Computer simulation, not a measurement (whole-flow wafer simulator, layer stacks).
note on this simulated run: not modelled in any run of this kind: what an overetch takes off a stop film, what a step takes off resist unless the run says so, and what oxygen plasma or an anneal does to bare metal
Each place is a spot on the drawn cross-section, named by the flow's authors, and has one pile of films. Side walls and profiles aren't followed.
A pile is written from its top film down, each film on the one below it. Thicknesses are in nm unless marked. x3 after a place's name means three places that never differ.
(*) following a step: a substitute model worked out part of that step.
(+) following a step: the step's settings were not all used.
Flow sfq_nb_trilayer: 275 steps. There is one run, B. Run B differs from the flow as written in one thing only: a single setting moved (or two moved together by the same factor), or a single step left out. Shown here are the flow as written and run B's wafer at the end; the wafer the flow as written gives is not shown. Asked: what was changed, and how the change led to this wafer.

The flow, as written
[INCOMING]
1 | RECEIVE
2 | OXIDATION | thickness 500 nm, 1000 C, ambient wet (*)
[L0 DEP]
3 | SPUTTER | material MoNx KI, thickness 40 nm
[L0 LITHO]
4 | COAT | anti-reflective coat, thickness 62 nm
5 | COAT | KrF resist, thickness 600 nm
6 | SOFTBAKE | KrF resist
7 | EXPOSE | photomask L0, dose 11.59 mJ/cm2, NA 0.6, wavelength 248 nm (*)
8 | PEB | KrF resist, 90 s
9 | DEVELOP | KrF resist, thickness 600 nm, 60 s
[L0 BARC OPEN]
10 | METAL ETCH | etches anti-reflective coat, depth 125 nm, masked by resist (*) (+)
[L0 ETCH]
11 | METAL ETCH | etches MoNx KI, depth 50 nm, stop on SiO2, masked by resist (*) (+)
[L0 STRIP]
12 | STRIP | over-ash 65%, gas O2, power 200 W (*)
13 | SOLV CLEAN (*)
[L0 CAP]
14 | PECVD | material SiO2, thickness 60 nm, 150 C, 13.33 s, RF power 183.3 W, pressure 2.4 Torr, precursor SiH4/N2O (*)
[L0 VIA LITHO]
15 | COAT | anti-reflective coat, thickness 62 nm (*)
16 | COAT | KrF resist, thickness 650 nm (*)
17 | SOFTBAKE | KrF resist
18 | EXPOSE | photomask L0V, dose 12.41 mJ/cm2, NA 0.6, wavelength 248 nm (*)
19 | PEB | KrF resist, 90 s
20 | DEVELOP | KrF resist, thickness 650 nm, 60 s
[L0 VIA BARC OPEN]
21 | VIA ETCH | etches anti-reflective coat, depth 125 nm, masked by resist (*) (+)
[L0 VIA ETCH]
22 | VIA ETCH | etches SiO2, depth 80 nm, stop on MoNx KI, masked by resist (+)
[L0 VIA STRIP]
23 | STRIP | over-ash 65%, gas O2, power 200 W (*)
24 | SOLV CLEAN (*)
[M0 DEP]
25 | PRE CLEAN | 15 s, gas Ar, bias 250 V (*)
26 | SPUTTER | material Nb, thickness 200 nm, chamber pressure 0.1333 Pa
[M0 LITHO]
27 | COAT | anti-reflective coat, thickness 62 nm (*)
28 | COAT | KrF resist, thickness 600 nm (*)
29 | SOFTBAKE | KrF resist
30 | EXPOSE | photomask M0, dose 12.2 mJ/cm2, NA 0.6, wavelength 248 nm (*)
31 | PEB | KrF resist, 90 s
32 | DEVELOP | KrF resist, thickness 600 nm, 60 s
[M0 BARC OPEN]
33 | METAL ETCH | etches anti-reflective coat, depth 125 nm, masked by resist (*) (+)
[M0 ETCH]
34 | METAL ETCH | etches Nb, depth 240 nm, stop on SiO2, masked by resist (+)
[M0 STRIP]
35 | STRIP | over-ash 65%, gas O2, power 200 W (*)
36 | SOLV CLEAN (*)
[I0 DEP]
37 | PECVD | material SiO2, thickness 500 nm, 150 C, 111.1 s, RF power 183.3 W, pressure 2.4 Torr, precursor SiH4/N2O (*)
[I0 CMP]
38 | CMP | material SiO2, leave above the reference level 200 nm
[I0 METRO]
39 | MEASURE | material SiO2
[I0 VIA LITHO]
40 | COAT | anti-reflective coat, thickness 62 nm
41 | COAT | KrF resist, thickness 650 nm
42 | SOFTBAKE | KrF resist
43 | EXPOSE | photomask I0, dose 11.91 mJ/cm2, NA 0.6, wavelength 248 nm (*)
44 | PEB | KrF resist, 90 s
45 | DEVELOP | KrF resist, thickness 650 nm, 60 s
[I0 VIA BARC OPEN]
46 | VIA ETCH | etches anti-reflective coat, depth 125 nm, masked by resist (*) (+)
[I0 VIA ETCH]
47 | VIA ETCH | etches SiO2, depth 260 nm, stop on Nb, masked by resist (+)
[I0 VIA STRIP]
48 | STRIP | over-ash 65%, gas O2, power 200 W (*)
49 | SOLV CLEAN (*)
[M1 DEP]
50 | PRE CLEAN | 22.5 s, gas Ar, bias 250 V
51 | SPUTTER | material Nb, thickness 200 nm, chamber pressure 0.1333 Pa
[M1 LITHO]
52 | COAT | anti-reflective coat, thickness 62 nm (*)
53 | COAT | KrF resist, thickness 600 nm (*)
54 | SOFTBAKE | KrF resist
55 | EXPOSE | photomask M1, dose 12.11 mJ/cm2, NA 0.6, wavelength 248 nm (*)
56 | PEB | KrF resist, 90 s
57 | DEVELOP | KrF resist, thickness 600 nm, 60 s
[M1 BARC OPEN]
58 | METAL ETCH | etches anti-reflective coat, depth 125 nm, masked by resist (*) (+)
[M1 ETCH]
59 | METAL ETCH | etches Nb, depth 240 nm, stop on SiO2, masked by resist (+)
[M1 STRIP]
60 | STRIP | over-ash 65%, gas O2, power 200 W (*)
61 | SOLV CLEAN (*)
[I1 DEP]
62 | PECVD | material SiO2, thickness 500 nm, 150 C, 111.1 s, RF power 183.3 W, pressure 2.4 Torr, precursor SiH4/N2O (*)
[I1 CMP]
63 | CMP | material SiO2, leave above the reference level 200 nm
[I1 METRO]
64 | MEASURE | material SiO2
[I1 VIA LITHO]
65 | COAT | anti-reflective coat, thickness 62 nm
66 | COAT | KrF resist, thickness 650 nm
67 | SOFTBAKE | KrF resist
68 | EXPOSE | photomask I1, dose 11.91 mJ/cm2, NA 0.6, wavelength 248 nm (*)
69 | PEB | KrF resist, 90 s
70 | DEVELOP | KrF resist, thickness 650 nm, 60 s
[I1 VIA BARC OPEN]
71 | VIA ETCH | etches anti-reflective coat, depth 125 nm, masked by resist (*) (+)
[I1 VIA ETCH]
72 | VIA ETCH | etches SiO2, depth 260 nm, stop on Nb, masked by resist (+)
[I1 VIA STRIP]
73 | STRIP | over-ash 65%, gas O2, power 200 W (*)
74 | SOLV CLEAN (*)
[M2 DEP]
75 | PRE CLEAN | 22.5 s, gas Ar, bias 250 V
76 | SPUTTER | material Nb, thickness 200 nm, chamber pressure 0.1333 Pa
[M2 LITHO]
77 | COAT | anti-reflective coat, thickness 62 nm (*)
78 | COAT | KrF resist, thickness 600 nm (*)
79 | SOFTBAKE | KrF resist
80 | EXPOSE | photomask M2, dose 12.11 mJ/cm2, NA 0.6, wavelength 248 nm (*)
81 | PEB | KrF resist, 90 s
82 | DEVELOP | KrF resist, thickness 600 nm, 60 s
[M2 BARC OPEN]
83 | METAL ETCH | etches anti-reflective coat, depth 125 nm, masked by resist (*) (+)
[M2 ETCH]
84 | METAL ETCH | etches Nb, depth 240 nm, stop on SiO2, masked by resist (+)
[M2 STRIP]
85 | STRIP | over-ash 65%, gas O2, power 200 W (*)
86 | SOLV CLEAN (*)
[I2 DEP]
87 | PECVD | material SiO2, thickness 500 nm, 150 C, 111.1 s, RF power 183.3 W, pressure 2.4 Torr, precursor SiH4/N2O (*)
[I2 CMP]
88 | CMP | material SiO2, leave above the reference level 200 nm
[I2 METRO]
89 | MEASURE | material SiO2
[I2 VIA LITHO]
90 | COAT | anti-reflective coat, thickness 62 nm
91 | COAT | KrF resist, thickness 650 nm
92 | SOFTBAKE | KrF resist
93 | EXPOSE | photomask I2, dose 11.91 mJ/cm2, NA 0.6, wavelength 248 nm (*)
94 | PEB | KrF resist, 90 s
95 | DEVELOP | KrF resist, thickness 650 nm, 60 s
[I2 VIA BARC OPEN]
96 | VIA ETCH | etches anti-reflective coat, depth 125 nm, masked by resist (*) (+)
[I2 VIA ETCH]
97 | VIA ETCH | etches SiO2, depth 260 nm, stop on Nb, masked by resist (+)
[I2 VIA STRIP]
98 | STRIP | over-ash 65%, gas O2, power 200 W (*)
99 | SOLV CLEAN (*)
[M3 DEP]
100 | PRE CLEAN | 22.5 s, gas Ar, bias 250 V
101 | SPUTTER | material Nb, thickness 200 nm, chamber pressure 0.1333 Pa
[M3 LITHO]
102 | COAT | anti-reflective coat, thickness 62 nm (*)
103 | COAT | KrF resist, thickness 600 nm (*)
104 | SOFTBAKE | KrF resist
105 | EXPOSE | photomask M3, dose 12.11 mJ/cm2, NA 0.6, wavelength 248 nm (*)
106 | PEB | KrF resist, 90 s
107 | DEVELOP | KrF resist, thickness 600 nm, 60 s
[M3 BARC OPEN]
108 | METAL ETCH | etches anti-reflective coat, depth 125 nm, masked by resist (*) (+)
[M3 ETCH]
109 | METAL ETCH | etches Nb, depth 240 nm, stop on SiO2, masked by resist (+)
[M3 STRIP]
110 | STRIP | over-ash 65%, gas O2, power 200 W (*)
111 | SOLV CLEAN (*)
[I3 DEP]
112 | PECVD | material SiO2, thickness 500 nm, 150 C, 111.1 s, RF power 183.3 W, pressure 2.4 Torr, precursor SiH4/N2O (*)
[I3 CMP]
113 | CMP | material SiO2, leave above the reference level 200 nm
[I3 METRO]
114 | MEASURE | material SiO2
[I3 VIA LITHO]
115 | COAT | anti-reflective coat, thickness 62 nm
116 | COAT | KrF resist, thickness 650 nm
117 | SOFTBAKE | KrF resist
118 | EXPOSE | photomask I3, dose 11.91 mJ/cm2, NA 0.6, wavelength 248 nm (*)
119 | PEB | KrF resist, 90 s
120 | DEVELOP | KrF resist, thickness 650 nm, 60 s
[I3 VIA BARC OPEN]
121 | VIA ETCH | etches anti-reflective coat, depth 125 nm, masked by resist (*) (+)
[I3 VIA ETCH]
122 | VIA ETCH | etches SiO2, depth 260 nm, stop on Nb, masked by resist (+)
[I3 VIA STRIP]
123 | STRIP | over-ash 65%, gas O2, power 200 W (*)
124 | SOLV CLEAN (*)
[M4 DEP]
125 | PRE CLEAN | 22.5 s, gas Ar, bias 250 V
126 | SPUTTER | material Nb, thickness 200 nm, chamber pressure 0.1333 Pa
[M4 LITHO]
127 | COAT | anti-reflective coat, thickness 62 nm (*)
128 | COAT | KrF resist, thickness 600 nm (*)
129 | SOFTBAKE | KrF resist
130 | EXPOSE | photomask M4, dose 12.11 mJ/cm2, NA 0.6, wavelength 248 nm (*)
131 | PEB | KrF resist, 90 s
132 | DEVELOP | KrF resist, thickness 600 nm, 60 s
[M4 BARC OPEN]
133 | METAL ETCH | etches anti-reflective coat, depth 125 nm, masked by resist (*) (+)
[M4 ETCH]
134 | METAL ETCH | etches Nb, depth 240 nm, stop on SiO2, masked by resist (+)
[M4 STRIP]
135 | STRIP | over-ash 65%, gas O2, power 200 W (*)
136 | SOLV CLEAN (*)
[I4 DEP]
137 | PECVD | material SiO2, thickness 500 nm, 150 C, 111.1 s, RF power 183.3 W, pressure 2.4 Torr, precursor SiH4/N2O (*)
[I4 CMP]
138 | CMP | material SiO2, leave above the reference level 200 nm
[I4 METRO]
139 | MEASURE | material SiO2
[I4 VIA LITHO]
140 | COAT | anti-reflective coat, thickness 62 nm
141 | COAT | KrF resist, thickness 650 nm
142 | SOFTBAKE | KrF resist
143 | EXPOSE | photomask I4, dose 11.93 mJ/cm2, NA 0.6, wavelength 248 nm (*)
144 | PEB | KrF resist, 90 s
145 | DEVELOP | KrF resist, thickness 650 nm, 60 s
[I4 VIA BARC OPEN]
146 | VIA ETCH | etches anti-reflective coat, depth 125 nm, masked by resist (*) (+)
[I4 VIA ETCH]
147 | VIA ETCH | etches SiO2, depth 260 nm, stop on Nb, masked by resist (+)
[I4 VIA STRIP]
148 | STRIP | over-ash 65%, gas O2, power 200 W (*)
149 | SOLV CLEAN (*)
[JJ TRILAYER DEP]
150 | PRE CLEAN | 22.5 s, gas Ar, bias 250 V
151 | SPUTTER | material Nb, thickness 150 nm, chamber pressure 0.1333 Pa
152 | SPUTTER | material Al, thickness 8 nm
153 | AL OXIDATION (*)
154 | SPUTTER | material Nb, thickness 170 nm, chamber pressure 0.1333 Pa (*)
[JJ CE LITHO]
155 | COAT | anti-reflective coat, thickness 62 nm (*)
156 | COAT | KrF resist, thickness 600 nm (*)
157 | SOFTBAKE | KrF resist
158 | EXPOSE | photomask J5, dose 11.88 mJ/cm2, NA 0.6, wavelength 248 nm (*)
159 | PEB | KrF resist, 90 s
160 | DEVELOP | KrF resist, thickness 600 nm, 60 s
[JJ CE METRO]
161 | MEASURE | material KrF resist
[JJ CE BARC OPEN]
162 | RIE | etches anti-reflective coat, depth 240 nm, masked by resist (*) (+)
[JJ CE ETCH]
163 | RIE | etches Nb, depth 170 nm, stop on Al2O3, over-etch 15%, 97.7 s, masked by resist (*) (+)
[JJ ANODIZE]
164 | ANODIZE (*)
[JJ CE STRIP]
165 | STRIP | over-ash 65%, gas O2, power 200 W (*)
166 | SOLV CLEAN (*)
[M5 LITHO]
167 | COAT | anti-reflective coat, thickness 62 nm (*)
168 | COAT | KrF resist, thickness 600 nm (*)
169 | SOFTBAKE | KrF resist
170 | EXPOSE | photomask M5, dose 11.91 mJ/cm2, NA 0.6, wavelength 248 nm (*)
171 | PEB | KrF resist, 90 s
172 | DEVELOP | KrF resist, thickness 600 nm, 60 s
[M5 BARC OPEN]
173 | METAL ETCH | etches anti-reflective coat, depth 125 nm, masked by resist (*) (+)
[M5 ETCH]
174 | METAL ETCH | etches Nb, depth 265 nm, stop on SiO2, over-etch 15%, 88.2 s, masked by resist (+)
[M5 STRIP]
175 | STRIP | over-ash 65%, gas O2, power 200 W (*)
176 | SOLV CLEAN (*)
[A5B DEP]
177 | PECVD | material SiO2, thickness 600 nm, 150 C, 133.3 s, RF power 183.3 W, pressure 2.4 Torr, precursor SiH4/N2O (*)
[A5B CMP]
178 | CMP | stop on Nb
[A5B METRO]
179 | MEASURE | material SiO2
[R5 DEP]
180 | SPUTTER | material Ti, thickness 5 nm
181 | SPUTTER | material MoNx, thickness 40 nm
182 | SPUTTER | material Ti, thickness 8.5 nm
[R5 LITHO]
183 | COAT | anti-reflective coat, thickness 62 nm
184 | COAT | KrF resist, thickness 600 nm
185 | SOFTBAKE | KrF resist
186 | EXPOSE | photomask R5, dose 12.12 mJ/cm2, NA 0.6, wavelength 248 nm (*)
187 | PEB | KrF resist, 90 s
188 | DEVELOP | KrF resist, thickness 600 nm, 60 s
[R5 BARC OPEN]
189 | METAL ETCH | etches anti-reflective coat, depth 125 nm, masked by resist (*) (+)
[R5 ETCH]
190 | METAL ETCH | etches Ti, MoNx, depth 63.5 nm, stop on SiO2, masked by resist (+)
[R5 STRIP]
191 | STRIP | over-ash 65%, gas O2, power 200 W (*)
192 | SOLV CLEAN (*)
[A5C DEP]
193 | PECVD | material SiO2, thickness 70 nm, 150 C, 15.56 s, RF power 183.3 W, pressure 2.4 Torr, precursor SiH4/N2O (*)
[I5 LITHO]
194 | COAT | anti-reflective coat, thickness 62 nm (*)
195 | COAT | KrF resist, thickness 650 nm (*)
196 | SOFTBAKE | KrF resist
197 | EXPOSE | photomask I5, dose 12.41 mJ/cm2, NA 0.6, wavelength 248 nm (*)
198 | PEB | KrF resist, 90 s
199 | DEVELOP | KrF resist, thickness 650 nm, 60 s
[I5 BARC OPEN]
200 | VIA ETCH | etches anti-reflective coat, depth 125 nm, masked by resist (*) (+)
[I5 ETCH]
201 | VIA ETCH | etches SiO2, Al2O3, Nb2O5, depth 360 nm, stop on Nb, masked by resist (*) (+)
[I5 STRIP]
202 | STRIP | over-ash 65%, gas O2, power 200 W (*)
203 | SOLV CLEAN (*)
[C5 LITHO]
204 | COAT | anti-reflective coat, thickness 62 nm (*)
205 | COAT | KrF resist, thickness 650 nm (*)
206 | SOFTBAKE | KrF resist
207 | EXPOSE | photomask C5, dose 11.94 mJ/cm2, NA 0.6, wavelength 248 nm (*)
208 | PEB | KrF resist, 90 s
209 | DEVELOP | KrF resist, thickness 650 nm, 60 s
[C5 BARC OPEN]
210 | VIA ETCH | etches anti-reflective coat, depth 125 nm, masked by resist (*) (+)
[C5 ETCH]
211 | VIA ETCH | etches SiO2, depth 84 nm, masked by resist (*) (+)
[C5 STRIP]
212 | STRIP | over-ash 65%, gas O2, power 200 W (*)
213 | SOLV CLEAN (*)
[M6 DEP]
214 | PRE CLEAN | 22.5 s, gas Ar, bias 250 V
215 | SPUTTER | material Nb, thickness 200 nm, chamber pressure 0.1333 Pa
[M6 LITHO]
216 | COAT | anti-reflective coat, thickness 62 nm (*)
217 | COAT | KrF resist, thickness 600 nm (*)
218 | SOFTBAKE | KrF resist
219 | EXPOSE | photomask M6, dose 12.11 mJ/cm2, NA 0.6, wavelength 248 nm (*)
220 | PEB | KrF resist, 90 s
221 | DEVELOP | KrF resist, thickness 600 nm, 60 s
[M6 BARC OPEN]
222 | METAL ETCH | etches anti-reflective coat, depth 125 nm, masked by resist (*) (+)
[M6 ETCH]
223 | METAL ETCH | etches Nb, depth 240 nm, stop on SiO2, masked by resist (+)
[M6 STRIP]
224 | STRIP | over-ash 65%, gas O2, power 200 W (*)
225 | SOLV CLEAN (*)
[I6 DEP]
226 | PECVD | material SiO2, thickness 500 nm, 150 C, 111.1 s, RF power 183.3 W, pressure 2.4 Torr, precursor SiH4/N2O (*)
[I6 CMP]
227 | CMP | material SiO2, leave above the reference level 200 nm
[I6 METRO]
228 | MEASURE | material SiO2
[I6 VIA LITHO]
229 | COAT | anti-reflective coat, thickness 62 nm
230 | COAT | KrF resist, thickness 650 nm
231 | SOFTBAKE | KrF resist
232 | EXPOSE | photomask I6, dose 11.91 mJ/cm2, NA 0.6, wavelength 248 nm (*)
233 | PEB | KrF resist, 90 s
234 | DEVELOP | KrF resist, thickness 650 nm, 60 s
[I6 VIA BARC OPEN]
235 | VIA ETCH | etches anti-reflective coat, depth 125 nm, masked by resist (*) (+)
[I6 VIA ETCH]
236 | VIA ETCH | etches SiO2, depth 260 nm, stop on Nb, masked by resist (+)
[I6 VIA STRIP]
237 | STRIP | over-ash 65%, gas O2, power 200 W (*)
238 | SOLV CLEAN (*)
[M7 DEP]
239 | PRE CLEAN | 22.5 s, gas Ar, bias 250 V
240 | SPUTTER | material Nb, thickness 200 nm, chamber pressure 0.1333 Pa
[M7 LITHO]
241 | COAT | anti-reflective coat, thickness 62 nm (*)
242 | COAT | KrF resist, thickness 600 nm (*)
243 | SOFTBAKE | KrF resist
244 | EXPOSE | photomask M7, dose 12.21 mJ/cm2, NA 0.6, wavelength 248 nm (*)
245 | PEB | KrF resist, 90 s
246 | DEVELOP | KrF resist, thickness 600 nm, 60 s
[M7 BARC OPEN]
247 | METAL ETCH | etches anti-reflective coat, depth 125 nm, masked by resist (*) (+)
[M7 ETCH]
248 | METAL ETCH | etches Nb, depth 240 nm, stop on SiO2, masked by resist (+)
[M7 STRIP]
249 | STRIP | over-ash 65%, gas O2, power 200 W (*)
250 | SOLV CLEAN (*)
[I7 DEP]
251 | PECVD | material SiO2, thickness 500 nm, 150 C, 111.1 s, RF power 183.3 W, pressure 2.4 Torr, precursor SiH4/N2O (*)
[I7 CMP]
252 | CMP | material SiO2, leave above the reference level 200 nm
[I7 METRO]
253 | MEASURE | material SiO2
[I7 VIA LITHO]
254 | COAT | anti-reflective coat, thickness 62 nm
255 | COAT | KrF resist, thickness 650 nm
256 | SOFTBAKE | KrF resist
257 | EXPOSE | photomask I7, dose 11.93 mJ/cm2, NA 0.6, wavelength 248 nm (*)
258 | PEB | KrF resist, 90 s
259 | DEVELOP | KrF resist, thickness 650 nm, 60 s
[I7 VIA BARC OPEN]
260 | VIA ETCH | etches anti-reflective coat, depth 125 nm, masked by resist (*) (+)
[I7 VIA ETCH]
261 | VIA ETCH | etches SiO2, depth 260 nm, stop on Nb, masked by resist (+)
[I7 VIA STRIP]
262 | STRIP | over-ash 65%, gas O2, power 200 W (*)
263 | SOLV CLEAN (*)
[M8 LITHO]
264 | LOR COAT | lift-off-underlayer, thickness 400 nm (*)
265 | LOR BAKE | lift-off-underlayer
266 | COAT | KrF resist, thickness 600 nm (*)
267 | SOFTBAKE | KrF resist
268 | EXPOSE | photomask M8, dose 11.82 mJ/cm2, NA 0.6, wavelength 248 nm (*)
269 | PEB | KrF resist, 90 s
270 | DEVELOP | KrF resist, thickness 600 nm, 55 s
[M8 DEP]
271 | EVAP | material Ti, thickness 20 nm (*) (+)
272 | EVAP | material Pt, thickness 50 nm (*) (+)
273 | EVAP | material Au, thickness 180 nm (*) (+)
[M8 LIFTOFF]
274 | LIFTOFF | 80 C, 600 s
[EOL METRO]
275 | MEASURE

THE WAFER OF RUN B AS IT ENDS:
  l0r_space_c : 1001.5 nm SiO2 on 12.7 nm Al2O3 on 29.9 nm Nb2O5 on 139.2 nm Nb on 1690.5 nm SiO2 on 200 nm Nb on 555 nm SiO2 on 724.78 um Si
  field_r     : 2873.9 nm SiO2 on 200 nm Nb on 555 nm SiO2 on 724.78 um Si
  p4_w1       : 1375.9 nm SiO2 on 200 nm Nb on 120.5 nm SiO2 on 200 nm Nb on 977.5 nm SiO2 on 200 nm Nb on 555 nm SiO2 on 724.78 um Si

The reason: step 113, CMP: leave above the reference level 128 nm was run, though the flow has leave above the reference level 200 nm.

Step by step, how the change led to this:
  113 | CMP | material SiO2, leave above the reference level 200 nm
      field_l, be, be_sur and 64 more: SiO2 loses 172 (as written it would have been: SiO2 loses 100)
      v_sur, via_wl, via_wr and 27 more: SiO2 loses 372 (as written it would have been: SiO2 loses 300)
      (and at 9 other places as well)
  122 | VIA ETCH | etches SiO2, depth 260 nm, stop on Nb, masked by resist (+)
      field_l, v_sur, via_wl and 102 more: KrF resist loses 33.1 (as written it would have been: KrF resist loses 44.8)
      via_v: SiO2 loses 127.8 (all of it) (as written it would have been: SiO2 loses 199.8 (all of it))
  123 | STRIP | over-ash 65%, gas O2, power 200 W (*)
      field_l, v_sur, via_wl and 102 more: KrF resist loses 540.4 (all of it), anti-reflective coat loses 62 (all of it) (as written it would have been: KrF resist loses 528.6 (all of it), anti-reflective coat loses 62 (all of it))
  126 | SPUTTER | material Nb, thickness 200 nm, chamber pressure 0.1333 Pa
      via_v: Nb gains 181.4 (as written it would have been: Nb gains 165.5)
  127 | COAT | anti-reflective coat, thickness 62 nm (*)
      via_sp: anti-reflective coat gains 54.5 (new film) (as written it would have been: anti-reflective coat gains 53 (new film))
      via_v: anti-reflective coat gains 108.3 (new film) (as written it would have been: anti-reflective coat gains 124.8 (new film))
      (and at 1 other place as well)
  128 | COAT | KrF resist, thickness 600 nm (*)
      via_v: KrF resist gains 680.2 (new film) (as written it would have been: KrF resist gains 739.8 (new film))
  135 | STRIP | over-ash 65%, gas O2, power 200 W (*)
      via_sp: KrF resist loses 378.8 (all of it), anti-reflective coat loses 54.5 (all of it) (as written it would have been: KrF resist loses 373.9 (all of it), anti-reflective coat loses 53 (all of it))
      via_v: KrF resist loses 462.4 (all of it), anti-reflective coat loses 108.3 (all of it) (as written it would have been: KrF resist loses 521.8 (all of it), anti-reflective coat loses 124.8 (all of it))
      (and at 1 other place as well)
  137 | PECVD | material SiO2, thickness 500 nm, 150 C, 111.1 s, RF power 183.3 W, pressure 2.4 Torr, precursor SiH4/N2O (*)
      via_v: SiO2 gains 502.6 (new film) (as written it would have been: SiO2 gains 615 (new film))
  138 | CMP | material SiO2, leave above the reference level 200 nm
      via_v: SiO2 loses 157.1 (as written it would have been: SiO2 loses 181.6)
